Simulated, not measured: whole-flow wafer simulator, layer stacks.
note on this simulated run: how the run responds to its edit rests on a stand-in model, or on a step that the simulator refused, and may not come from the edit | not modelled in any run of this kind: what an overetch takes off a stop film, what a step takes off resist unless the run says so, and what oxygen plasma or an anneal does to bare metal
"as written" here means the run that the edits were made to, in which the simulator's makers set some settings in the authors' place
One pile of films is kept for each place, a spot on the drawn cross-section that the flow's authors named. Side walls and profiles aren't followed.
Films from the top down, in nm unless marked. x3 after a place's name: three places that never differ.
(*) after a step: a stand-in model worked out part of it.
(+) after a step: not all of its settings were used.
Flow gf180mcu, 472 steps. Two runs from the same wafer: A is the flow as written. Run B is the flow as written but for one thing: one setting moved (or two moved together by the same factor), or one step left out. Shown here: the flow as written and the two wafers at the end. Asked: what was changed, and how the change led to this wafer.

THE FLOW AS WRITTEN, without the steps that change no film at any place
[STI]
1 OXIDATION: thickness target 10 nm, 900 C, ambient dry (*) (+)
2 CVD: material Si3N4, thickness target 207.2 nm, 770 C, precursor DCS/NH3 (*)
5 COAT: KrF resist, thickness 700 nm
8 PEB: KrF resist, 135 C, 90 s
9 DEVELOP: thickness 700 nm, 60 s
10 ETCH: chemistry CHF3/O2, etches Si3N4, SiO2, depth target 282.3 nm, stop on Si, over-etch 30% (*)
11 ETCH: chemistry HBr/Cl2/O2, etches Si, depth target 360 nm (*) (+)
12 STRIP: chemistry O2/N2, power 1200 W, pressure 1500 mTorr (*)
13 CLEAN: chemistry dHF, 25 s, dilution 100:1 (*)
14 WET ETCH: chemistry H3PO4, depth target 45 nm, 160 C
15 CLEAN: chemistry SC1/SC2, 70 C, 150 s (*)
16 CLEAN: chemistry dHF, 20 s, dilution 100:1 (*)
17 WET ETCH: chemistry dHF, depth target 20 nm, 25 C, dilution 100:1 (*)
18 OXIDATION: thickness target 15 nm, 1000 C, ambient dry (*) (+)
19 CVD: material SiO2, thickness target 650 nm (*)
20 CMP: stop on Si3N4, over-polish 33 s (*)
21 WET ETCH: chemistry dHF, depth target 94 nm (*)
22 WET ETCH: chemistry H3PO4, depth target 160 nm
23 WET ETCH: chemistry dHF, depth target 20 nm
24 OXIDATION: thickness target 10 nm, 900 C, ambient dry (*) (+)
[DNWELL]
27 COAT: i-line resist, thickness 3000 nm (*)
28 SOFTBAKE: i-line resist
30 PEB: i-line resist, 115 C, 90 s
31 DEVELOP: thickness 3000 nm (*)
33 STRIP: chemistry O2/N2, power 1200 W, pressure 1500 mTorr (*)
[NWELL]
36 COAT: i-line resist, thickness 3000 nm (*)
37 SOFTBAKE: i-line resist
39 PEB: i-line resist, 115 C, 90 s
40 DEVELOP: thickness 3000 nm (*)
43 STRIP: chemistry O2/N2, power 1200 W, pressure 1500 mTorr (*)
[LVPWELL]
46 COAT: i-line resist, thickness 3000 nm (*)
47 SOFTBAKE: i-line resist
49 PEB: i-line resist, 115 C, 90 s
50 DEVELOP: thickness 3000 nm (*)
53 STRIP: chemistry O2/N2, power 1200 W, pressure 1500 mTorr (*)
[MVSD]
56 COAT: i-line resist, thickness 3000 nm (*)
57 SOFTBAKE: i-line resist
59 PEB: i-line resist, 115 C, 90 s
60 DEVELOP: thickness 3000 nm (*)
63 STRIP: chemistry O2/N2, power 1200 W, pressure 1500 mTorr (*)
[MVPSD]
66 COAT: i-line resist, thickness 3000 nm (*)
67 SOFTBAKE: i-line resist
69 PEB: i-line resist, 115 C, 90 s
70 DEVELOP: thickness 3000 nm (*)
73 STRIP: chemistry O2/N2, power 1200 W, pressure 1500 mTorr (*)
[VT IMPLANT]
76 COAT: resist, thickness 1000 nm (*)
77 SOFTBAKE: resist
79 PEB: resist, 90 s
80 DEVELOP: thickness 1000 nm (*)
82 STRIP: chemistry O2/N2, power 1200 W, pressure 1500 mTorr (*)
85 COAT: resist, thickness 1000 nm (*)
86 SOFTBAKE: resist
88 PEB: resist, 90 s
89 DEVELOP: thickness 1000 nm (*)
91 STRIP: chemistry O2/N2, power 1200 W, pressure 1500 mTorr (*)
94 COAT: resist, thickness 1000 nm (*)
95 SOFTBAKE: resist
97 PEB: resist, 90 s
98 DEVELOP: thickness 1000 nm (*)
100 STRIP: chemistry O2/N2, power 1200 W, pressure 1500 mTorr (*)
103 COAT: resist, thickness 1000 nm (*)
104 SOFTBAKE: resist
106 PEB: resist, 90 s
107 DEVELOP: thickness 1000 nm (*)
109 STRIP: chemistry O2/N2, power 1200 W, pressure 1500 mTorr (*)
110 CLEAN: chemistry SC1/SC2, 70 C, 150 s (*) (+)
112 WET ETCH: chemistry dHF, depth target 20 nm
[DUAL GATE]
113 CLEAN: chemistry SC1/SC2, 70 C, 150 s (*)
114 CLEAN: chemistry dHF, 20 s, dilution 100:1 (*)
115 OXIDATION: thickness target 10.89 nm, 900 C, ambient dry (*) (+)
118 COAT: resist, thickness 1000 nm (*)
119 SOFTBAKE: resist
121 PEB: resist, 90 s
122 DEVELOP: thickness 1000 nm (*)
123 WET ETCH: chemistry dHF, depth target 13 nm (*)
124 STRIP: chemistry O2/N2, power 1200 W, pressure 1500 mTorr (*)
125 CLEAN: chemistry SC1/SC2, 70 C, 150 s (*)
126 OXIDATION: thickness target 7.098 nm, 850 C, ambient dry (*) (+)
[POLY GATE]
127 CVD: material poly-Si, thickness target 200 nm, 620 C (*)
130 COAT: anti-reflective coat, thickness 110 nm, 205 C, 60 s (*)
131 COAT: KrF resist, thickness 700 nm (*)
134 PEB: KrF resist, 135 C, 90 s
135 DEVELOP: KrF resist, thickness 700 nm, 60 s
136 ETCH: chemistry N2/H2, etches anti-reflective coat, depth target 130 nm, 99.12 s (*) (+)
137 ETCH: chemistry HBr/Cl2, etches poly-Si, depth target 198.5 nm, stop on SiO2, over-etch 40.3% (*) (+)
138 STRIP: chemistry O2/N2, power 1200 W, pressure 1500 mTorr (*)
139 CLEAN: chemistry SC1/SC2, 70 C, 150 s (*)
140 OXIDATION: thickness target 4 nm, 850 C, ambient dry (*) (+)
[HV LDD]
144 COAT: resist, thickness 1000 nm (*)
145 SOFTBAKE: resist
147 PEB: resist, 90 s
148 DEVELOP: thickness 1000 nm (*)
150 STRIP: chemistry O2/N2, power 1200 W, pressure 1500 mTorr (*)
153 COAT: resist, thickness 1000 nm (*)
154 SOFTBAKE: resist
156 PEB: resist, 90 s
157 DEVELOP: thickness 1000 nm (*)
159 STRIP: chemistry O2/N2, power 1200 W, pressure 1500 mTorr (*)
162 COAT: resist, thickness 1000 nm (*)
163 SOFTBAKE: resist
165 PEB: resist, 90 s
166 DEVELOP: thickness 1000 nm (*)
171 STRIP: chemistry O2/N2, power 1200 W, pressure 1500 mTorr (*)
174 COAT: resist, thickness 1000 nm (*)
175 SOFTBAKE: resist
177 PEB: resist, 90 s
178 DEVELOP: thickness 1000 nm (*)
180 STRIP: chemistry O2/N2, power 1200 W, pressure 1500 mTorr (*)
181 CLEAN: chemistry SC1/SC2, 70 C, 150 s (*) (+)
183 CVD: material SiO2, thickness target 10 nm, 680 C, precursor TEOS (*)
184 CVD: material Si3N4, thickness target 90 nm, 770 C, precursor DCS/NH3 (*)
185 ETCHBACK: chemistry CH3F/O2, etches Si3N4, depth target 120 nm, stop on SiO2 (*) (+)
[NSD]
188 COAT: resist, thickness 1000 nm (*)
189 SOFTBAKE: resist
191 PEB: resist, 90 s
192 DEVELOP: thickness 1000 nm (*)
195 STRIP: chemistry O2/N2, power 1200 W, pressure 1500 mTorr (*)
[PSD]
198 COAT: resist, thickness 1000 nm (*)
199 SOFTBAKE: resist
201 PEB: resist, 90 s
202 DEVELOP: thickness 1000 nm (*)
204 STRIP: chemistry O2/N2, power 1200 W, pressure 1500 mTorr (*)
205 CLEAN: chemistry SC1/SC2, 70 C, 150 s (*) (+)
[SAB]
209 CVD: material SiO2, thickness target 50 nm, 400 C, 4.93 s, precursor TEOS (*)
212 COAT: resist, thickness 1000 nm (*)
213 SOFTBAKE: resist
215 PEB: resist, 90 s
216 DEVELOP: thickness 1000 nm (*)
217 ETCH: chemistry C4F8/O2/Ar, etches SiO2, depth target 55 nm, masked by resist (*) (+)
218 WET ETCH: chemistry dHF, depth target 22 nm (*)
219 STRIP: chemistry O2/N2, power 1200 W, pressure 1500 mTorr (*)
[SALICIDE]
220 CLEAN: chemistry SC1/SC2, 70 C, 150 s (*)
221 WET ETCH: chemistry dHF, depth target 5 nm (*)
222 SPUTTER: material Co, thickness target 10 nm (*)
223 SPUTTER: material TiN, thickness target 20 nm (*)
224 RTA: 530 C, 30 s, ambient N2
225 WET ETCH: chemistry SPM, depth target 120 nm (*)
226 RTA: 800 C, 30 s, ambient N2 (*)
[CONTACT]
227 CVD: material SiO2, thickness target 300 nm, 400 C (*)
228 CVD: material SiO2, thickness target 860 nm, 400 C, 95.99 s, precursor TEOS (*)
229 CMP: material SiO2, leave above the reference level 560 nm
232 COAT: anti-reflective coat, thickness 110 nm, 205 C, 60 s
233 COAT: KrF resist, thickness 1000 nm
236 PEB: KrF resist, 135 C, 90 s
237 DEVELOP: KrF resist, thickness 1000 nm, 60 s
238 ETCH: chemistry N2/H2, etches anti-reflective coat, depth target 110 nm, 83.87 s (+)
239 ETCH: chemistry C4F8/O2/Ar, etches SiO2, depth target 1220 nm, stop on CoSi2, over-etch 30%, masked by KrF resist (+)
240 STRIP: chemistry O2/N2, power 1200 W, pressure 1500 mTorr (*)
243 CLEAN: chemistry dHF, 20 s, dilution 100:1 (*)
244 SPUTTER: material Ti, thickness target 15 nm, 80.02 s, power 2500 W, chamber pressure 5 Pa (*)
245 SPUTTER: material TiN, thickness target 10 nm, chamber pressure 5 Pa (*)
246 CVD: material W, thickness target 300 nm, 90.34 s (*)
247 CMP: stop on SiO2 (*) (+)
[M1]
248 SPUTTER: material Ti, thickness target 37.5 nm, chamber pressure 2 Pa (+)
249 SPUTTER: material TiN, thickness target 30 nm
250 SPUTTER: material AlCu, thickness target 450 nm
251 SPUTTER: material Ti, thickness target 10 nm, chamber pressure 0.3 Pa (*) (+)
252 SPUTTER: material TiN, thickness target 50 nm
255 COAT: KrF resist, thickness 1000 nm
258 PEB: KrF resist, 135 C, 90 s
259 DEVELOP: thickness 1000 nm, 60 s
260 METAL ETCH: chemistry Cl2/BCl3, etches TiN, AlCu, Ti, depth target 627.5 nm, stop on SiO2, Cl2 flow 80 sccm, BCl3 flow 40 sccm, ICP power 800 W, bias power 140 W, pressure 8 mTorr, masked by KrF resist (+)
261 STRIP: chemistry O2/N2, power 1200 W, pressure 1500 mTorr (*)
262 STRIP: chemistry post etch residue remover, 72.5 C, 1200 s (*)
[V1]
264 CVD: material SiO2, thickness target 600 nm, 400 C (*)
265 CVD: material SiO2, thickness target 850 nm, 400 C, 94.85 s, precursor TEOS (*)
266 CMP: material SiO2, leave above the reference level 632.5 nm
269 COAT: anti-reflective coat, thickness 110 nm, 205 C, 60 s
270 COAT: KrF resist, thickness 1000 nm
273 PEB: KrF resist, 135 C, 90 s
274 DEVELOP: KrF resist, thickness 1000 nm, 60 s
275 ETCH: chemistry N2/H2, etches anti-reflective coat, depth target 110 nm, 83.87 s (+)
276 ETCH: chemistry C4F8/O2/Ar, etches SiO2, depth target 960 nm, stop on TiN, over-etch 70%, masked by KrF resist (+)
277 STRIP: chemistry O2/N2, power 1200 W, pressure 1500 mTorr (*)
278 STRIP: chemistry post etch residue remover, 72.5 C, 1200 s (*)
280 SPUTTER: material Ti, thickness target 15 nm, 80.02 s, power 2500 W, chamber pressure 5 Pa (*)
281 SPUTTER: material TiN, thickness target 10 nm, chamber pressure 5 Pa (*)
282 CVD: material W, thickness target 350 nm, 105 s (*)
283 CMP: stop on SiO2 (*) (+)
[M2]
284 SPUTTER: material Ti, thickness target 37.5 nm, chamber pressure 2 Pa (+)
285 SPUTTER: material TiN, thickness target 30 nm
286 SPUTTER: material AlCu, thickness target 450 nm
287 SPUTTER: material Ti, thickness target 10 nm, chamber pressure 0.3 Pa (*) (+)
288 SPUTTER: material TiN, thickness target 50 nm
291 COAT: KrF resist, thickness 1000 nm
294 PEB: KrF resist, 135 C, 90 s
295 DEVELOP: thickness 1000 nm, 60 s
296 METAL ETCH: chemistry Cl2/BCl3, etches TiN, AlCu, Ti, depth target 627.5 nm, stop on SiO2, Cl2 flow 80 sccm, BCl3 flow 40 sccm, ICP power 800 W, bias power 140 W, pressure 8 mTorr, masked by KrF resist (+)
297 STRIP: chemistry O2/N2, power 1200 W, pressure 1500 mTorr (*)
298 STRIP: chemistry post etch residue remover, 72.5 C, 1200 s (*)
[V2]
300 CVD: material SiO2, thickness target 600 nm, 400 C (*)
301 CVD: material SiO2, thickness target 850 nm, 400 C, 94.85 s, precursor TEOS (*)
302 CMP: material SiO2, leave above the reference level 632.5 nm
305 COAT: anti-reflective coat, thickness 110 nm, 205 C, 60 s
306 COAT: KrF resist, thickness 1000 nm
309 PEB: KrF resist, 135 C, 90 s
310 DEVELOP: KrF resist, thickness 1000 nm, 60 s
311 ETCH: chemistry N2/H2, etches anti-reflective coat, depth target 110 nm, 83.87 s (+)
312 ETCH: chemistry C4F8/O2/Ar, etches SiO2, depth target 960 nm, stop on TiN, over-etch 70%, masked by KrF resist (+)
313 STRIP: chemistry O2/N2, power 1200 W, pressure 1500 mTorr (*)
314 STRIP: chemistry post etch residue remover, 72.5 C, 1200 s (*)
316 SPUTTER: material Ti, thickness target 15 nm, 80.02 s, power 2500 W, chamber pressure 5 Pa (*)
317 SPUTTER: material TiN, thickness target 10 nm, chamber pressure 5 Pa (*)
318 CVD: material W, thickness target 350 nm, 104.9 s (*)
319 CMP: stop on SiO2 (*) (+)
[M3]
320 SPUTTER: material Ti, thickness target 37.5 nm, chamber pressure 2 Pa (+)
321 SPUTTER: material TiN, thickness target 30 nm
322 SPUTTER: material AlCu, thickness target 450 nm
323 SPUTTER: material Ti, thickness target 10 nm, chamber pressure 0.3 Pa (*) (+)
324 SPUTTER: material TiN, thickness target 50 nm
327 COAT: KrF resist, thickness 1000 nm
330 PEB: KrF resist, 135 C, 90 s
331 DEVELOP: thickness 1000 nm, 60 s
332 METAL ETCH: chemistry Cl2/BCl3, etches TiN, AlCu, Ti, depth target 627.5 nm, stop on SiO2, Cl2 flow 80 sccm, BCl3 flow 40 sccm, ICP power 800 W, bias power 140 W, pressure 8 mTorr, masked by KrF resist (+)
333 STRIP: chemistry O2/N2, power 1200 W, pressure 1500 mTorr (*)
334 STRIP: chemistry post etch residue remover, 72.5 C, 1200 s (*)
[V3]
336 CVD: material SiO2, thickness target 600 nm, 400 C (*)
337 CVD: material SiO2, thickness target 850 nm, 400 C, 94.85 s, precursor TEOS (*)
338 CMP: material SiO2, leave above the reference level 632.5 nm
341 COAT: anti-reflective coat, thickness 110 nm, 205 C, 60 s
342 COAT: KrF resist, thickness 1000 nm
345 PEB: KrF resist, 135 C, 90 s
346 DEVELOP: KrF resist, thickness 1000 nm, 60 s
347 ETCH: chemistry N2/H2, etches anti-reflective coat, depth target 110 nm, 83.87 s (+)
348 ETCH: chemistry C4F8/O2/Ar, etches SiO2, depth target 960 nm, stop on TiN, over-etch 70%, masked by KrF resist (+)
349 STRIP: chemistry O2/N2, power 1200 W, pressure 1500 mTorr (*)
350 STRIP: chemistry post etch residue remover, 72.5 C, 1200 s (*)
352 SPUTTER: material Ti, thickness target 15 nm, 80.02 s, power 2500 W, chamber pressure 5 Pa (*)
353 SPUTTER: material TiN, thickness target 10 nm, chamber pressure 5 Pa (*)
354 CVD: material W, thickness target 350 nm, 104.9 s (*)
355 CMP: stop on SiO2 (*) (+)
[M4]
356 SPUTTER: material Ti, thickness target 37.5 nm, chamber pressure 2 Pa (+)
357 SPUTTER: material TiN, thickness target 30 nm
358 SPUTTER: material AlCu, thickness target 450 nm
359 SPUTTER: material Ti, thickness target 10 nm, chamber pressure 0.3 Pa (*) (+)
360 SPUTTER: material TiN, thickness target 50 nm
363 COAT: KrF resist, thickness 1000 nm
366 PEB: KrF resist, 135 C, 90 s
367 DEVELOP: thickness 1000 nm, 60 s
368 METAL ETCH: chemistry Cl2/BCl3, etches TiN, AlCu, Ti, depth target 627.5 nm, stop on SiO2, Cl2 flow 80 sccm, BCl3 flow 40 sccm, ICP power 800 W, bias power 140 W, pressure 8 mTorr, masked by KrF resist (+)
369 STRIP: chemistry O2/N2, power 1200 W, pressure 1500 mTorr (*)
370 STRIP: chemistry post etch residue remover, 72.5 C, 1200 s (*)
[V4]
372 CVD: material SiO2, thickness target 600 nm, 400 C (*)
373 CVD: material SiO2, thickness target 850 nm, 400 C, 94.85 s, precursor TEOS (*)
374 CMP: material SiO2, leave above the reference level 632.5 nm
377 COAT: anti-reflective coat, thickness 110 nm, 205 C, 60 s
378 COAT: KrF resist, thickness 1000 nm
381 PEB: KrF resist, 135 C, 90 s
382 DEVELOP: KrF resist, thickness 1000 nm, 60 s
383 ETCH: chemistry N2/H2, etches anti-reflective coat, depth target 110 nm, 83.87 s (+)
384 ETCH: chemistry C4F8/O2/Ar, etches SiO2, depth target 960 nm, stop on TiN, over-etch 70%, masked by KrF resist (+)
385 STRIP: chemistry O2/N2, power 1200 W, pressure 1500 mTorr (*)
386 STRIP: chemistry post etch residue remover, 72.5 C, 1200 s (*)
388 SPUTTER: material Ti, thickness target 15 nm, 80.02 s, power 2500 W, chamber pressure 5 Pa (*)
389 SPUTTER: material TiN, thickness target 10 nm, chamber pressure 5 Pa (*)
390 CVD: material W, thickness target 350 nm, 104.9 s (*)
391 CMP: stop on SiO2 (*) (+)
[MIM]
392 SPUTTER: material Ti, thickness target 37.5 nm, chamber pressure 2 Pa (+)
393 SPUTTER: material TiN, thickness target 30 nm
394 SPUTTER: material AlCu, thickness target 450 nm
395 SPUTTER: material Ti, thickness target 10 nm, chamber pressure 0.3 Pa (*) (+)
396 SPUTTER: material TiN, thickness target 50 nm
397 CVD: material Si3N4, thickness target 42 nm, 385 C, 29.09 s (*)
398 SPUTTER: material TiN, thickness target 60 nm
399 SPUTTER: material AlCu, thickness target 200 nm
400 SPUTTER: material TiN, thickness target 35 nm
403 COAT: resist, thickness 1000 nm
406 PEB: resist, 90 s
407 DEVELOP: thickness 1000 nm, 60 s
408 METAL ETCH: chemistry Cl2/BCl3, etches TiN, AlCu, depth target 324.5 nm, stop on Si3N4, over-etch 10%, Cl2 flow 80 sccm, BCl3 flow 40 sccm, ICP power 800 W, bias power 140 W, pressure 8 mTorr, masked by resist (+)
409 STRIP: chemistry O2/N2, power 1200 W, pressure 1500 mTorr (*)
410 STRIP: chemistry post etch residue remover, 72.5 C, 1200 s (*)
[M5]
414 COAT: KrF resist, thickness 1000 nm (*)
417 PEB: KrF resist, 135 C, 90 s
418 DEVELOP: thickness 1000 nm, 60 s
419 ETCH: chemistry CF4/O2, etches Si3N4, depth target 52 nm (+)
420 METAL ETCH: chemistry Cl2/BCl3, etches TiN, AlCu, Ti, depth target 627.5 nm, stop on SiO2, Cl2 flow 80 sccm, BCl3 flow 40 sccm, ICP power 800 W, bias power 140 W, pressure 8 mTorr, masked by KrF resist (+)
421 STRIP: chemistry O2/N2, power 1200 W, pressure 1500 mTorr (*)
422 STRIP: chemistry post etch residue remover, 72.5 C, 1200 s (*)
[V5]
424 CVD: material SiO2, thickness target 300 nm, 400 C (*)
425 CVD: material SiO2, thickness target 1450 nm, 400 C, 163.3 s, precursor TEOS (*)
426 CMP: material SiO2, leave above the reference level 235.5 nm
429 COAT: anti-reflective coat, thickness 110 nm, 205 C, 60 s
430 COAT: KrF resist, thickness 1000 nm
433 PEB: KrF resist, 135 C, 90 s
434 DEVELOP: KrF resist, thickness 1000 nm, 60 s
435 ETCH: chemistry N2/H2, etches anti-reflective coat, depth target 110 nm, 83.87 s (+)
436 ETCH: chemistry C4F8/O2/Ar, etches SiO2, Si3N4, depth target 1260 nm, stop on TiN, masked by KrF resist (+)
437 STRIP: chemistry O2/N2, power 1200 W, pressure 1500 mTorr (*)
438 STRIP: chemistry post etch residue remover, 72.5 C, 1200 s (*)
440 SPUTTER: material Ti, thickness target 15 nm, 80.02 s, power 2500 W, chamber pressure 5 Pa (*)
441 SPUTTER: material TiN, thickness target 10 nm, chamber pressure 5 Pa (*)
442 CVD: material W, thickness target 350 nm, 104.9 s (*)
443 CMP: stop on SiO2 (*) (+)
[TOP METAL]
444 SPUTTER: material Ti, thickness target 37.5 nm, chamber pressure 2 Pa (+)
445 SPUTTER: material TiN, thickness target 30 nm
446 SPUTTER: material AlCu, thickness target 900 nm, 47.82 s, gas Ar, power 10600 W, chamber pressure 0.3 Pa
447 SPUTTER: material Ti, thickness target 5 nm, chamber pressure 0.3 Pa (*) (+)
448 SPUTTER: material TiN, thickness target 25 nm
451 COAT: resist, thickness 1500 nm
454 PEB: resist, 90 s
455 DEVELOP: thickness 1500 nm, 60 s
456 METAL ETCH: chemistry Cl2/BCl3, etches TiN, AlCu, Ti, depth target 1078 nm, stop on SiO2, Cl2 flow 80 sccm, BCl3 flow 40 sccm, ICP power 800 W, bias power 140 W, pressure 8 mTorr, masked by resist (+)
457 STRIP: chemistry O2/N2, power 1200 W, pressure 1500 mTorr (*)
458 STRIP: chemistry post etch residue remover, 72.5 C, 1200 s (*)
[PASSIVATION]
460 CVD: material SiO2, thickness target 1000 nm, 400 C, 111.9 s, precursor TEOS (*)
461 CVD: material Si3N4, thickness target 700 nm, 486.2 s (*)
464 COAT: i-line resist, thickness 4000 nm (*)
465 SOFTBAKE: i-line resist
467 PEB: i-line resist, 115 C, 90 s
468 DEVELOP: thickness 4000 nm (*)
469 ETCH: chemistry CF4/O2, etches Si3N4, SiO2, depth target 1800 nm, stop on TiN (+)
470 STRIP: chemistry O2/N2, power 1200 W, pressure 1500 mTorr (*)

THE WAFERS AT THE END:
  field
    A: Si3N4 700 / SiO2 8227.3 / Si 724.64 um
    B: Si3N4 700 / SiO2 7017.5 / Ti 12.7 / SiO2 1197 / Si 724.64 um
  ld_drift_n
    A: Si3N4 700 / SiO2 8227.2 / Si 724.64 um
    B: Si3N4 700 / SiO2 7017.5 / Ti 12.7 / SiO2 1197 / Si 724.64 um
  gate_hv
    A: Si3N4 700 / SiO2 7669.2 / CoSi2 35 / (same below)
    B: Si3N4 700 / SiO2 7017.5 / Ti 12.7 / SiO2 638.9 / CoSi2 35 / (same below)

The cause: step 260, METAL ETCH: depth target 564.8 nm was run, where the flow has depth target 627.5 nm.

How the change led to this, step by step:
  260 METAL ETCH: chemistry Cl2/BCl3, etches TiN, AlCu, Ti, depth target 627.5 nm, stop on SiO2, Cl2 flow 80 sccm, BCl3 flow 40 sccm, ICP power 800 W, bias power 140 W, pressure 8 mTorr, masked by KrF resist (+)
      field, field__w1, field__w2 and 99 more: A TiN -50 (all of it), Ti -10 (all of it), AlCu -450 (all of it), TiN -30 (all of it), Ti -37.5 (all of it) | B TiN -50 (all of it), Ti -10 (all of it), AlCu -450 (all of it), TiN -30 (all of it), Ti -24.8
      field__w8, contact, m1 and 6 more: A KrF resist -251 | B KrF resist -225.9
  261 STRIP: chemistry O2/N2, power 1200 W, pressure 1500 mTorr (*)
      field__w8, contact, m1 and 6 more: A KrF resist -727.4 (all of it) | B KrF resist -752.5 (all of it)
  264 CVD: material SiO2, thickness target 600 nm, 400 C (*)
      field, field__w1, field__w2 and 99 more: A SiO2 +600 | B SiO2 +600 (new film)
  266 CMP: material SiO2, leave above the reference level 632.5 nm
      field, field__w1, field__w2 and 99 more: A SiO2 -300 | B SiO2 -312.7
Counting metal films that touch as one body, field has 1 body; the flow as written gives 0 bodies.
Counting metal films that touch as one body, ld_drift_n has 1 body; the flow as written gives 0 bodies.
Counting metal films that touch as one body, gate_hv has 2 bodies (between them, from the top down: SiO2 638.9); the flow as written gives 1 body.
